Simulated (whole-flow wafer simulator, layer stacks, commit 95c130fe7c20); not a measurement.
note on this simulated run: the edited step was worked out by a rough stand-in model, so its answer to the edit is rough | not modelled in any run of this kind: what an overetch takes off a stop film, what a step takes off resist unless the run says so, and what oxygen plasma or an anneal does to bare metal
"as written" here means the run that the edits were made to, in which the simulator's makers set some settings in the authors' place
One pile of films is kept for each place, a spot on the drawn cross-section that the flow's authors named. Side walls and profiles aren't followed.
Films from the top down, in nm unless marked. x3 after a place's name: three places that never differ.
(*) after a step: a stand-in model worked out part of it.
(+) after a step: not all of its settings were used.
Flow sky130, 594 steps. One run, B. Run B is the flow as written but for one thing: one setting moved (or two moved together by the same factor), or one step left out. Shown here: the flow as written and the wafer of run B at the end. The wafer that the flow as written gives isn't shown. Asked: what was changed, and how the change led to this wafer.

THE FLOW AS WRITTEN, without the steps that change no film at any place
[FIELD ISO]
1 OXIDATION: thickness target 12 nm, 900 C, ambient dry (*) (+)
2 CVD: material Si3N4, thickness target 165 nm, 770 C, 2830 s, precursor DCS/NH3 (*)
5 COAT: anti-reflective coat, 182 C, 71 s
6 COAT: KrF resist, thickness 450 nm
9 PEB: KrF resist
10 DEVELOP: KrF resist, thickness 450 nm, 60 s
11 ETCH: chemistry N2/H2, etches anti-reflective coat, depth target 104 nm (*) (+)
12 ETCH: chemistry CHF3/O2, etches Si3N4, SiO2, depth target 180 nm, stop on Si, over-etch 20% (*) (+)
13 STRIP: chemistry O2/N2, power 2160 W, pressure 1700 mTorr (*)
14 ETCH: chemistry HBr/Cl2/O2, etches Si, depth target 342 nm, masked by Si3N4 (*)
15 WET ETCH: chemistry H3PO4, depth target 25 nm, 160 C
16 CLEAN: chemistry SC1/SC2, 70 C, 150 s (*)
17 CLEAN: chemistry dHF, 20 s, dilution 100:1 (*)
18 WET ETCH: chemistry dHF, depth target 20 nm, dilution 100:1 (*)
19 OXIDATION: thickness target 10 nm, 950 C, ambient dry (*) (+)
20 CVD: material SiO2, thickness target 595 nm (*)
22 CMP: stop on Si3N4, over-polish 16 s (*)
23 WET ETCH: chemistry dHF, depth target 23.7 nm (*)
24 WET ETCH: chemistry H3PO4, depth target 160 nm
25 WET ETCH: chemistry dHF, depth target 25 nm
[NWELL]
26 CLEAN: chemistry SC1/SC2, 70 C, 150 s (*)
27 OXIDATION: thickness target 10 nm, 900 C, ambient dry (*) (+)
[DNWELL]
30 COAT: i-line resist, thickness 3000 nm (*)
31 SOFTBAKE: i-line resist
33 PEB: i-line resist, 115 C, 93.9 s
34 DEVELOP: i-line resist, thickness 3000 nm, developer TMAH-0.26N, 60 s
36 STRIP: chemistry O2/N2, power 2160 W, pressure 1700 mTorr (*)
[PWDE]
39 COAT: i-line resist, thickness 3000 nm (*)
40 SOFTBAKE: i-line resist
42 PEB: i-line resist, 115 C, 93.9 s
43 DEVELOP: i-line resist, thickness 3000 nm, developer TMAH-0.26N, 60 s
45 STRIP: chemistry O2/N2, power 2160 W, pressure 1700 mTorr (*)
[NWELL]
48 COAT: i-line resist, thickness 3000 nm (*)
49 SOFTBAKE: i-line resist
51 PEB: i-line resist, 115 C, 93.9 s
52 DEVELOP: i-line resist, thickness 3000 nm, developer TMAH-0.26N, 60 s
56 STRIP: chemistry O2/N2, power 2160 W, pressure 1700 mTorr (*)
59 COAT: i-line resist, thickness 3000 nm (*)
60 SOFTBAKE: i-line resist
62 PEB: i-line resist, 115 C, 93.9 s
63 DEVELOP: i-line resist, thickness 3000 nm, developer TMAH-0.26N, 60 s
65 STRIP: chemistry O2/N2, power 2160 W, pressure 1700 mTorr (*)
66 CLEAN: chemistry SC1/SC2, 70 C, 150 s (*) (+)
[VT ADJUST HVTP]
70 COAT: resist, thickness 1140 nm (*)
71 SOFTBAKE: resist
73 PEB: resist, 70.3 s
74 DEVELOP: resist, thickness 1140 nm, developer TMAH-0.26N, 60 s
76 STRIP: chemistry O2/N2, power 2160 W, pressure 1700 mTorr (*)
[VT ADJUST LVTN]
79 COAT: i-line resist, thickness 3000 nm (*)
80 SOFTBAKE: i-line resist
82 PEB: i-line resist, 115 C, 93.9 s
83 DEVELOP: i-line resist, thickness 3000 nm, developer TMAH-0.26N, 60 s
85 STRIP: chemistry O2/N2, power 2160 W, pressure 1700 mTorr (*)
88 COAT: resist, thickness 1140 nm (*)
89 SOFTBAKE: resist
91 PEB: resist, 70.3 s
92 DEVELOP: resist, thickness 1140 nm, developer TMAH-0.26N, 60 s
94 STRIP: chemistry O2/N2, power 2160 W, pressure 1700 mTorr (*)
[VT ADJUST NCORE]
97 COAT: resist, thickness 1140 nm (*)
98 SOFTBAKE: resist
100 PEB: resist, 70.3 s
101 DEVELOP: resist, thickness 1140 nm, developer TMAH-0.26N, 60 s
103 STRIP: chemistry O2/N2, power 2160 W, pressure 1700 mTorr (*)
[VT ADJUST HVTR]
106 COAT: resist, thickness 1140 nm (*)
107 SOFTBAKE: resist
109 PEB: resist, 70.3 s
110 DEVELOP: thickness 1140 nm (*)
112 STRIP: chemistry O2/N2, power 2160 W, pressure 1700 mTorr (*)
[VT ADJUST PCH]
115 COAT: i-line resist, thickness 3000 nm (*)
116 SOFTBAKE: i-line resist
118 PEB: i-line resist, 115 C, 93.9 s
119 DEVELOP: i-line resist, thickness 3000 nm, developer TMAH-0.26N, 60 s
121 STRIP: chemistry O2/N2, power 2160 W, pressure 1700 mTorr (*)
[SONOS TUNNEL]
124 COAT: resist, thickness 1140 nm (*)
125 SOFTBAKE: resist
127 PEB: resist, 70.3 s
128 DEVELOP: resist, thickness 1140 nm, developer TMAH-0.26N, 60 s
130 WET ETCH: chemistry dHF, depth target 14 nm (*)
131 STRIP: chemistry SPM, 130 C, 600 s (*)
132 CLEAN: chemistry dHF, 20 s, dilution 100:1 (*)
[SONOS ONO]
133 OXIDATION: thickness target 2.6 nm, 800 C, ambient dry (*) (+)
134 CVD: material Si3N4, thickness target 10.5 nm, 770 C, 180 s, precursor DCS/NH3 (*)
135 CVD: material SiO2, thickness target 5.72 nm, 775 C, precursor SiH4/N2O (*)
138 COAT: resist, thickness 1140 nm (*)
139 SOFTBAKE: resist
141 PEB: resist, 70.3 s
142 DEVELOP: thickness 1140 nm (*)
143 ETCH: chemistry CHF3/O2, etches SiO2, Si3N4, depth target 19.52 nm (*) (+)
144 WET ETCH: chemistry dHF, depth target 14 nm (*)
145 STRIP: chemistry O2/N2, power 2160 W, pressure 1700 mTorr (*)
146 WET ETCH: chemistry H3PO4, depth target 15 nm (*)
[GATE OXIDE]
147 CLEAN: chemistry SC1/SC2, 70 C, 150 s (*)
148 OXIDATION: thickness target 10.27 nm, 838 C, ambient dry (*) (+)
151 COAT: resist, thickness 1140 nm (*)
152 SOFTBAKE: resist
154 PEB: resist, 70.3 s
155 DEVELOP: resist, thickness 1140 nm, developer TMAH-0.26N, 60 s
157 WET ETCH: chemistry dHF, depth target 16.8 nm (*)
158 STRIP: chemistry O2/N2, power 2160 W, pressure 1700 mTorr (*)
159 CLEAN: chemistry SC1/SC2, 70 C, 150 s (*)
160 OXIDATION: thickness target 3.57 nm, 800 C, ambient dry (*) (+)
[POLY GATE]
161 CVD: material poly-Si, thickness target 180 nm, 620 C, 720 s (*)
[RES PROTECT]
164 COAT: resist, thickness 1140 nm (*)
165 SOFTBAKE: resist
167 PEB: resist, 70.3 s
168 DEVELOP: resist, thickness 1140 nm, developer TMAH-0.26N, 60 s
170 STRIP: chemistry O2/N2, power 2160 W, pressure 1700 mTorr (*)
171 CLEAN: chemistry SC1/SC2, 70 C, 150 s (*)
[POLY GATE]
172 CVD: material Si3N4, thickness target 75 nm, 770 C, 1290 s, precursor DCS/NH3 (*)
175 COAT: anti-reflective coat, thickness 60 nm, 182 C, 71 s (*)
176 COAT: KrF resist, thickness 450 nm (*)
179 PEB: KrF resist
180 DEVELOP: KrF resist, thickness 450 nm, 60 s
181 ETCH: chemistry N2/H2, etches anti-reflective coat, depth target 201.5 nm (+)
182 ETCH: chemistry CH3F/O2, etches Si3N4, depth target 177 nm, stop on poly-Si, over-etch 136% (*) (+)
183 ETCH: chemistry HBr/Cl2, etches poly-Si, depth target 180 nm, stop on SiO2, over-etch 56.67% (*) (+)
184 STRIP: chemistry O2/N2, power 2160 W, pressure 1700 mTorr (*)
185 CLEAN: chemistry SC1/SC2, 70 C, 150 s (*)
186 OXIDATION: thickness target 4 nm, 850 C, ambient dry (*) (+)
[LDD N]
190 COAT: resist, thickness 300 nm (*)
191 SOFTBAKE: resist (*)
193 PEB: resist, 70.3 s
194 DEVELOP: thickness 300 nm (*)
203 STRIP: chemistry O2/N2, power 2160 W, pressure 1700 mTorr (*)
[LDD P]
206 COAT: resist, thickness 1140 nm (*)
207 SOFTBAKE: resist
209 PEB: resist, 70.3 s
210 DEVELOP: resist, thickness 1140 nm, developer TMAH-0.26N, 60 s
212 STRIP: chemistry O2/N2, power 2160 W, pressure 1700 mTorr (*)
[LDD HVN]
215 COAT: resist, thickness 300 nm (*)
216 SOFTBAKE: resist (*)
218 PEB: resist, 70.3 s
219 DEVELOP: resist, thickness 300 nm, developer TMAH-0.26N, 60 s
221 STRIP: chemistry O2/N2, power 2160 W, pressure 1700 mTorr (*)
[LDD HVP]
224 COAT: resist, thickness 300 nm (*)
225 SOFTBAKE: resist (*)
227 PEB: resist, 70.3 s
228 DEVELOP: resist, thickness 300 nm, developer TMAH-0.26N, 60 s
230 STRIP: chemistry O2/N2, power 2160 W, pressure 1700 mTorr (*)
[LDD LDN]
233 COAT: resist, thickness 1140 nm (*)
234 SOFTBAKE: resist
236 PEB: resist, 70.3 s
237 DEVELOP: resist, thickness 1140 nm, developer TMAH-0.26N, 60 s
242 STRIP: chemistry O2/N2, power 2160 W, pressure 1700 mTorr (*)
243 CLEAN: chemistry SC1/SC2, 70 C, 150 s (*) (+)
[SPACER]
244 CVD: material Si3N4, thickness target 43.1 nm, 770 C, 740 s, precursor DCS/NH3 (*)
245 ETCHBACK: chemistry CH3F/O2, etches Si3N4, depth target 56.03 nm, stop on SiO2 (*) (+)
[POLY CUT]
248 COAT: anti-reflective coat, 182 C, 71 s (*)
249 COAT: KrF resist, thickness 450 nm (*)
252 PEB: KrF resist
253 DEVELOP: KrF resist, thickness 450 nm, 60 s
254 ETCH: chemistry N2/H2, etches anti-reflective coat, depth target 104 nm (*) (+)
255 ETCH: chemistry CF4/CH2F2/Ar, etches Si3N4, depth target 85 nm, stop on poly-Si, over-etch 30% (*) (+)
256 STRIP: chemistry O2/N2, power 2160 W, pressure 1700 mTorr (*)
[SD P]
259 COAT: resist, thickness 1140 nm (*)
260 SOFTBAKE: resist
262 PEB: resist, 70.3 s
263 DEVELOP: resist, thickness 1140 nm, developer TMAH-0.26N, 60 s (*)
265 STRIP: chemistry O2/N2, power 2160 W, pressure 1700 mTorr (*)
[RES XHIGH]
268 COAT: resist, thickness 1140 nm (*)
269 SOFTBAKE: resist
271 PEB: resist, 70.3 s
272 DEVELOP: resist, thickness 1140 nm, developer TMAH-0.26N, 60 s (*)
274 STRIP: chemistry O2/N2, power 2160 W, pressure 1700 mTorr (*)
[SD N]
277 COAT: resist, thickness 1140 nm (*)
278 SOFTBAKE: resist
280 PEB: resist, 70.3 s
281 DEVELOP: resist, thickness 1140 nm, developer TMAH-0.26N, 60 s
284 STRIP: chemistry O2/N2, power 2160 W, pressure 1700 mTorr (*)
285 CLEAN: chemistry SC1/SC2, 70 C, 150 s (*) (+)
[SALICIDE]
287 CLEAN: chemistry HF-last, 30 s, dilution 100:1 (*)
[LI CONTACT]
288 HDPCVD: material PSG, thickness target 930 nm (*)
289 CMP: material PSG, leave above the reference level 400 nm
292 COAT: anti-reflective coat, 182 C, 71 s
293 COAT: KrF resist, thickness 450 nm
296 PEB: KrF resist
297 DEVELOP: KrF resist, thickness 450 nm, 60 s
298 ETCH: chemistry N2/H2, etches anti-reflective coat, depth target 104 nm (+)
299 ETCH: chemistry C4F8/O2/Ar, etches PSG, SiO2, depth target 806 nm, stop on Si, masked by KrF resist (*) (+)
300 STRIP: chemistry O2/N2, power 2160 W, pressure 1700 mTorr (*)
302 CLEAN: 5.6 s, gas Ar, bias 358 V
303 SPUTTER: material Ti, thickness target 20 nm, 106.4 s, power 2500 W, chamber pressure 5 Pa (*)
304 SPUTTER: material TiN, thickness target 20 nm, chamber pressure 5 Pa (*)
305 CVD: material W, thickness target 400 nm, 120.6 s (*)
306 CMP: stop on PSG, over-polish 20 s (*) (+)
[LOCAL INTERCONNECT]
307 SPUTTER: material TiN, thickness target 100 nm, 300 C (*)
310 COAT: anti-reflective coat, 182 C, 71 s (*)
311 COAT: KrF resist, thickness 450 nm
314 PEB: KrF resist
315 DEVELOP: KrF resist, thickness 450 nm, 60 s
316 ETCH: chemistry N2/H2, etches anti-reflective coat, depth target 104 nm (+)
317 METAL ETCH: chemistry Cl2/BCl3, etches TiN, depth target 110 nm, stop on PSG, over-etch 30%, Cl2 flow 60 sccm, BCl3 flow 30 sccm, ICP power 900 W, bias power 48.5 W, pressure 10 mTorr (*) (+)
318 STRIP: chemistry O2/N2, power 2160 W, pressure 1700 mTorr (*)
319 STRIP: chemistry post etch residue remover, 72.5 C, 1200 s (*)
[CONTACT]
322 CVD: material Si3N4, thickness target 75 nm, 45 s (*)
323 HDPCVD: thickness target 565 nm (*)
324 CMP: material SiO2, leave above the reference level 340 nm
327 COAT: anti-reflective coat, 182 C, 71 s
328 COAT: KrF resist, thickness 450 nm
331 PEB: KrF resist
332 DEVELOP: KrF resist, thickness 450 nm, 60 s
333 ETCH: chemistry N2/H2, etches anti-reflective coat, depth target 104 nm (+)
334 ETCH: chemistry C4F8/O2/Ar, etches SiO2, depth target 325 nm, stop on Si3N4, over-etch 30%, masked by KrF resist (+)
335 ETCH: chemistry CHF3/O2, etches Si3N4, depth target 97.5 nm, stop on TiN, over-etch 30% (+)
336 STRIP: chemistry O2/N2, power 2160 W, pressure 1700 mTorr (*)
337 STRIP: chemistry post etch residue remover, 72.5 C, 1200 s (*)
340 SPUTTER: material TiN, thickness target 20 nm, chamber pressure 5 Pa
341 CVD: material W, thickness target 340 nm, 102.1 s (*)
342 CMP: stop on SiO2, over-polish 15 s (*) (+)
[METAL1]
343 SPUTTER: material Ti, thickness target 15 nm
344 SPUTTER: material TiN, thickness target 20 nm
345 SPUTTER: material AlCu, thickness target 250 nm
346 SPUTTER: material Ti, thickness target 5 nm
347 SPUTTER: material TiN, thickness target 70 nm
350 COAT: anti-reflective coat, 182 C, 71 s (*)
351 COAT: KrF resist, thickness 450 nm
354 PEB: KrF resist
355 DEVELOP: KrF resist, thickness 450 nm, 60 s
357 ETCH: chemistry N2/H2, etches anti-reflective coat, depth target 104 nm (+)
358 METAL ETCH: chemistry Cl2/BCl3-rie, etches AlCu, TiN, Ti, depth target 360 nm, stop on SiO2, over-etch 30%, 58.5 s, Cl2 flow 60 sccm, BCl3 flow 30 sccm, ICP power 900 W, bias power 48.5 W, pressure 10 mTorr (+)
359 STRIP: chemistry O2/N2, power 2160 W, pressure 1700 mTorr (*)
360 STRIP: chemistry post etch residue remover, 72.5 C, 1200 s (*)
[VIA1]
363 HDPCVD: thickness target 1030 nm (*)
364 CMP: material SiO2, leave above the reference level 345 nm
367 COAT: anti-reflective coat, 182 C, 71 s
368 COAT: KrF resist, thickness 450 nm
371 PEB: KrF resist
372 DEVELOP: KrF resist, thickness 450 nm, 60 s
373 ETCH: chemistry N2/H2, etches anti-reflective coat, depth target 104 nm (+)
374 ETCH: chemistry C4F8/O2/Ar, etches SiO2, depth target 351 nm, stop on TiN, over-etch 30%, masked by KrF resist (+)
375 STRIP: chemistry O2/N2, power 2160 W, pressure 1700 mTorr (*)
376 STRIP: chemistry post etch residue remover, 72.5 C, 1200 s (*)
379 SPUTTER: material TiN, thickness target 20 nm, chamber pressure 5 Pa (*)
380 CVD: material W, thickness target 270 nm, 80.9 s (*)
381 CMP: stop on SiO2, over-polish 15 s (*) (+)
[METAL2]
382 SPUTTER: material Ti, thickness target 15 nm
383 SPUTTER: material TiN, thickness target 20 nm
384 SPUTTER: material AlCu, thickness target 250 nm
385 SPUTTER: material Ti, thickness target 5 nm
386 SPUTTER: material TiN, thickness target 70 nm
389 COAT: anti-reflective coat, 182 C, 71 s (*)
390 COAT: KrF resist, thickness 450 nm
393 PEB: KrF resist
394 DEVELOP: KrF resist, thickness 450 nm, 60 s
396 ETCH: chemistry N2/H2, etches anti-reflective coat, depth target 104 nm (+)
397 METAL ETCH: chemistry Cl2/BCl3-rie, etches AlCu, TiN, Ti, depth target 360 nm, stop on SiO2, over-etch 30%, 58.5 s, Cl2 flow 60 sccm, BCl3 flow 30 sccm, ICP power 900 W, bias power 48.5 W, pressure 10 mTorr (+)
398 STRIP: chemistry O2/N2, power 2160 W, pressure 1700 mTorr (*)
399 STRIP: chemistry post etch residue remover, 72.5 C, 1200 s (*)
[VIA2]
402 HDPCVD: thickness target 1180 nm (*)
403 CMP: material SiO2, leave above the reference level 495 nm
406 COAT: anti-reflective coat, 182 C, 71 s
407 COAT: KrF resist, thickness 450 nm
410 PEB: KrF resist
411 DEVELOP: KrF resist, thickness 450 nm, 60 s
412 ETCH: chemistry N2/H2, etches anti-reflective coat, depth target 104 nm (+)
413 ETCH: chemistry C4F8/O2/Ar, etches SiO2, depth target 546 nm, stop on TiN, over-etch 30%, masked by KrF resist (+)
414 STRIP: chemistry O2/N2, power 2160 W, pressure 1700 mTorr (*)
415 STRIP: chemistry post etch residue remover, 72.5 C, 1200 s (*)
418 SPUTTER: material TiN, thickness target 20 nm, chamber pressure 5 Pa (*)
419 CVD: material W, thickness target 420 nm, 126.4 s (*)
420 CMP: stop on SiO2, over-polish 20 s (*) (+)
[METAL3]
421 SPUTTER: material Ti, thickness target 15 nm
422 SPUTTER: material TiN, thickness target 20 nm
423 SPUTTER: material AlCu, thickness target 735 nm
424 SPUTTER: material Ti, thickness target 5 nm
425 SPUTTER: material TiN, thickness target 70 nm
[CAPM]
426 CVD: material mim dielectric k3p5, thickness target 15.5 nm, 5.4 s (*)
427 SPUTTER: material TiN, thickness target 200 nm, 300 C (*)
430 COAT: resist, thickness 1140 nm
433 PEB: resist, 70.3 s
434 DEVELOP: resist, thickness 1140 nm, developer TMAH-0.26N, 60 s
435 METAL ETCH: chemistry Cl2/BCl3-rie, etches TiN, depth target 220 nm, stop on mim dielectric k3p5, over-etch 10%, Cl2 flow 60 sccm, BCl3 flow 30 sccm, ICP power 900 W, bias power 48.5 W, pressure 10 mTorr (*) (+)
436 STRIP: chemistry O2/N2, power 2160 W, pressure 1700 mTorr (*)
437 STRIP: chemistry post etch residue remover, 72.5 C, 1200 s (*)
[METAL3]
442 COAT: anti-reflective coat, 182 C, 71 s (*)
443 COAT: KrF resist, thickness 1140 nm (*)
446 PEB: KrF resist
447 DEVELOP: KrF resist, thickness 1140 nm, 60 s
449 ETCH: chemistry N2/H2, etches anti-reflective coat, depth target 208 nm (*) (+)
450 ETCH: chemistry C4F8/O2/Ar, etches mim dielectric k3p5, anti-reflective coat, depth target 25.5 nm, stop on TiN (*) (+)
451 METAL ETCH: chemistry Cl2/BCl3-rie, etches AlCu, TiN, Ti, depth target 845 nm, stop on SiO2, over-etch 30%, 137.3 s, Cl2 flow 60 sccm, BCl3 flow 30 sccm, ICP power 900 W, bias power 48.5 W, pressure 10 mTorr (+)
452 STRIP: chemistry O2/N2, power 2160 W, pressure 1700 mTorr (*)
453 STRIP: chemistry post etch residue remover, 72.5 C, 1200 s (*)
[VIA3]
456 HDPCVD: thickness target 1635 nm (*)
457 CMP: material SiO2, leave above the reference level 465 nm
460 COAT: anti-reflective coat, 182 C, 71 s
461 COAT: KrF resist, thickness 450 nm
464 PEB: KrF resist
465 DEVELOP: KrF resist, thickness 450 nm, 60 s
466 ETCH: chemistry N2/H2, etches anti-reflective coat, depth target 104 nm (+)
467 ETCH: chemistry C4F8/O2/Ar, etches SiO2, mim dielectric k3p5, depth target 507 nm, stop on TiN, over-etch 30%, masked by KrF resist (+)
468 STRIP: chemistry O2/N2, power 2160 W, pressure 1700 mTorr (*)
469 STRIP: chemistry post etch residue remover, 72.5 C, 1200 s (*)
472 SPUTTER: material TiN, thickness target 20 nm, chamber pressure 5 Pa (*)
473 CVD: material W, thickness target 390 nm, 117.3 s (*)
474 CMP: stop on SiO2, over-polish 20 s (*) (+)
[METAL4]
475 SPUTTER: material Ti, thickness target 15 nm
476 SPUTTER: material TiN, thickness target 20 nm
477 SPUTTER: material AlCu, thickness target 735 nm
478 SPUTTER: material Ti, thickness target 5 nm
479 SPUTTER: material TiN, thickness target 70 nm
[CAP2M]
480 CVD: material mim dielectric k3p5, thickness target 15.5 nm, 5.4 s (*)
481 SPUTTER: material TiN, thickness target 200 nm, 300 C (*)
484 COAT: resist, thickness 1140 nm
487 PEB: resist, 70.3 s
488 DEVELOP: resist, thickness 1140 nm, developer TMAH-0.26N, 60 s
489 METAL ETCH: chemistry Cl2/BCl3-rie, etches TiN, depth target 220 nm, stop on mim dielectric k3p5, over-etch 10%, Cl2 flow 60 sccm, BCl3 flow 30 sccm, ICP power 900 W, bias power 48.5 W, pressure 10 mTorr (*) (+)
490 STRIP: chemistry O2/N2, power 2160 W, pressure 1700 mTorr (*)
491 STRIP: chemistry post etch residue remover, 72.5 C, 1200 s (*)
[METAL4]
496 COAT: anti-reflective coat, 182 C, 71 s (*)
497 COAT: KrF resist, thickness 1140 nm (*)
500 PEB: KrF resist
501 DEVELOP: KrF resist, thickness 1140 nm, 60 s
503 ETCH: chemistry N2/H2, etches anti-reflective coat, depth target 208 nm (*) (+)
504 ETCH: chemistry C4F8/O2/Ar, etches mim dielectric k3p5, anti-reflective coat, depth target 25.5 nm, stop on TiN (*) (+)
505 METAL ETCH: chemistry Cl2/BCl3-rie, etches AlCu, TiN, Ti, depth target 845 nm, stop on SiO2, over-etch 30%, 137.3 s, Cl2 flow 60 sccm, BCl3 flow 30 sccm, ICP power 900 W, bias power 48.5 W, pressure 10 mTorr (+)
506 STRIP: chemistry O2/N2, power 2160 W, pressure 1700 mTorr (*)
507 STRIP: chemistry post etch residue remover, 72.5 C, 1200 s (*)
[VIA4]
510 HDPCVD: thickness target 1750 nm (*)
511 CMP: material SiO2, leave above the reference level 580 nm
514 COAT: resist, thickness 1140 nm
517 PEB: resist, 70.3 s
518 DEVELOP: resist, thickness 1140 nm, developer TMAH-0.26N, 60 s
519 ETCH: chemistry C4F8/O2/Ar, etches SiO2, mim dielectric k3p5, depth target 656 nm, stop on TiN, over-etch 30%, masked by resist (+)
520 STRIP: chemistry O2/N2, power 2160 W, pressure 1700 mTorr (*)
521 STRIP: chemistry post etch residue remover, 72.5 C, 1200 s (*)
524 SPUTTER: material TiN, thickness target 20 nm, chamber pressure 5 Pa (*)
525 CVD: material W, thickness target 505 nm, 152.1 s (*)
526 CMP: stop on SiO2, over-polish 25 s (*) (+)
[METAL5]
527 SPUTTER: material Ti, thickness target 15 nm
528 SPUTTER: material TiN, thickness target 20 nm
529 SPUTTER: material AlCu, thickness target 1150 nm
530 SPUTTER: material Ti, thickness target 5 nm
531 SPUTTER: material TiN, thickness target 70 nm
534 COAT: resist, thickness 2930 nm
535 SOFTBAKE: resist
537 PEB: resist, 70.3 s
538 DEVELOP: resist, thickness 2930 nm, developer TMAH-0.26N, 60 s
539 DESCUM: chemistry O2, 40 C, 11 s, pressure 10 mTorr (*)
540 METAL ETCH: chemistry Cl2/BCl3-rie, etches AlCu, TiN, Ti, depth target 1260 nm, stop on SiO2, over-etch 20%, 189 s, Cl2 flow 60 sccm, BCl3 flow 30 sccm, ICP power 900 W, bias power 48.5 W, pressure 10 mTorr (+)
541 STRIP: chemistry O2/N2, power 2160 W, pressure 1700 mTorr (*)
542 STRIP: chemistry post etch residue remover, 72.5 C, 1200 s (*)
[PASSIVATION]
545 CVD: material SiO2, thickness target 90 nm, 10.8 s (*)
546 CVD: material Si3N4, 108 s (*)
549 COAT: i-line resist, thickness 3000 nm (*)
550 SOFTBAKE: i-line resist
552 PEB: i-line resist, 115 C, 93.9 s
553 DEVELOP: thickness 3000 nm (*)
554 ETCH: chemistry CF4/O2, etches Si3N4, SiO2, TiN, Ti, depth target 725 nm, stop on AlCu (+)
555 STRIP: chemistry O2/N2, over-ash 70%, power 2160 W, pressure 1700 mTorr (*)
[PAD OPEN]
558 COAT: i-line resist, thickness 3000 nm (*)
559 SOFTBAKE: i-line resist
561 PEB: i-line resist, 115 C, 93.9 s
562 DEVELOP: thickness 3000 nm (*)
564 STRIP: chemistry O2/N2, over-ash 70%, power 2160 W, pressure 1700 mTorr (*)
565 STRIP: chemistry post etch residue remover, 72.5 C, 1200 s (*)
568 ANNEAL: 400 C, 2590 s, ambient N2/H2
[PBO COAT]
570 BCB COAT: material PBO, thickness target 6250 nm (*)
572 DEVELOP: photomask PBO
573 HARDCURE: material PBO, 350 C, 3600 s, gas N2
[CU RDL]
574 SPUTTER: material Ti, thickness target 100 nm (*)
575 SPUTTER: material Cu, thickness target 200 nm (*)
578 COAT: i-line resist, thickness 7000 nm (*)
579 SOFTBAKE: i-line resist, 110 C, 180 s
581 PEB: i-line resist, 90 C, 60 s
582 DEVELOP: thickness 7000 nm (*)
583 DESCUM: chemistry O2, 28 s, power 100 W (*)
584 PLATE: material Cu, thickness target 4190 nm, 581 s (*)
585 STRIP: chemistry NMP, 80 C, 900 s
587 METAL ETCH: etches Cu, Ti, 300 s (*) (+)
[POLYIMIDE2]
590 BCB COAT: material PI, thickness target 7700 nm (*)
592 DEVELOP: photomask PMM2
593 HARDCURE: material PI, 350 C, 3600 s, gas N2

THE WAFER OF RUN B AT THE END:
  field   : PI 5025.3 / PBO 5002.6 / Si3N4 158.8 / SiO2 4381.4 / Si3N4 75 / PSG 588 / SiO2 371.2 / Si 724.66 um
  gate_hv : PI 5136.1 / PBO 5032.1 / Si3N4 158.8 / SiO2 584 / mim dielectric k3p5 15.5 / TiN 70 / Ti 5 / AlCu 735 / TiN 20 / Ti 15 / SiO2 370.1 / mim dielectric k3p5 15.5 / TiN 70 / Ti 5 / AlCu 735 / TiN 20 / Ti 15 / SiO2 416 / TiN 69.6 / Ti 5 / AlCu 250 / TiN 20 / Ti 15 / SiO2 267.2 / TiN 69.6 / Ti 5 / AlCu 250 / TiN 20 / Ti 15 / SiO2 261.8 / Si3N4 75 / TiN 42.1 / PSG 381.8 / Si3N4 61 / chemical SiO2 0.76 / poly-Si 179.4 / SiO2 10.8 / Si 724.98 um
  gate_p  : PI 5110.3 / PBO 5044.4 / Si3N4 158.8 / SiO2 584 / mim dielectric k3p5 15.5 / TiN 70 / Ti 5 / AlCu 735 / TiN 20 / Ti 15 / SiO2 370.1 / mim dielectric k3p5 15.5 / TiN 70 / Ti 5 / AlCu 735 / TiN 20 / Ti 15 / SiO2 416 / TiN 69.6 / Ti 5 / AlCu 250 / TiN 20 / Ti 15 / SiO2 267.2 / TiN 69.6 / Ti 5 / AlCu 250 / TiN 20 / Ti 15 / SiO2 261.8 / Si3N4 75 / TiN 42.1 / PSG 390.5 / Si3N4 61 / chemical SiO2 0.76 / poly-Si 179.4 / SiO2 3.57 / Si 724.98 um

The cause: step 307, SPUTTER: thickness target 42.5 nm was run, where the flow has thickness target 100 nm.

How the change led to this, step by step:
  307 SPUTTER: material TiN, thickness target 100 nm, 300 C (*)
      field, active, n_well and 188 more: TiN +42.5 (new film) (as written it would be: TiN +100 (new film))
  317 METAL ETCH: chemistry Cl2/BCl3, etches TiN, depth target 110 nm, stop on PSG, over-etch 30%, Cl2 flow 60 sccm, BCl3 flow 30 sccm, ICP power 900 W, bias power 48.5 W, pressure 10 mTorr (*) (+)
      n_well, p_well, gate_hv and 97 more: KrF resist -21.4 (as written it would be: KrF resist -44)
      field, active, gate and 88 more: TiN -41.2 (all of it) (as written it would be: TiN -98.7 (all of it))
  318 STRIP: chemistry O2/N2, power 2160 W, pressure 1700 mTorr (*)
      n_well, p_well, gate_hv and 93 more: KrF resist -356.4 (all of it), anti-reflective coat -80 (all of it) (as written it would be: KrF resist -333.8 (all of it), anti-reflective coat -80 (all of it))
      poly_licon, ndiff_licon, ndiff_licon_cpp, rpo_hd_licon: KrF resist -356.5 (all of it), anti-reflective coat -80.5 (all of it) (as written it would be: KrF resist -333.9 (all of it), anti-reflective coat -80.5 (all of it))
  324 CMP: material SiO2, leave above the reference level 340 nm
      field, active, gate and 88 more: SiO2 -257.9 (as written it would be: SiO2 -200.4)
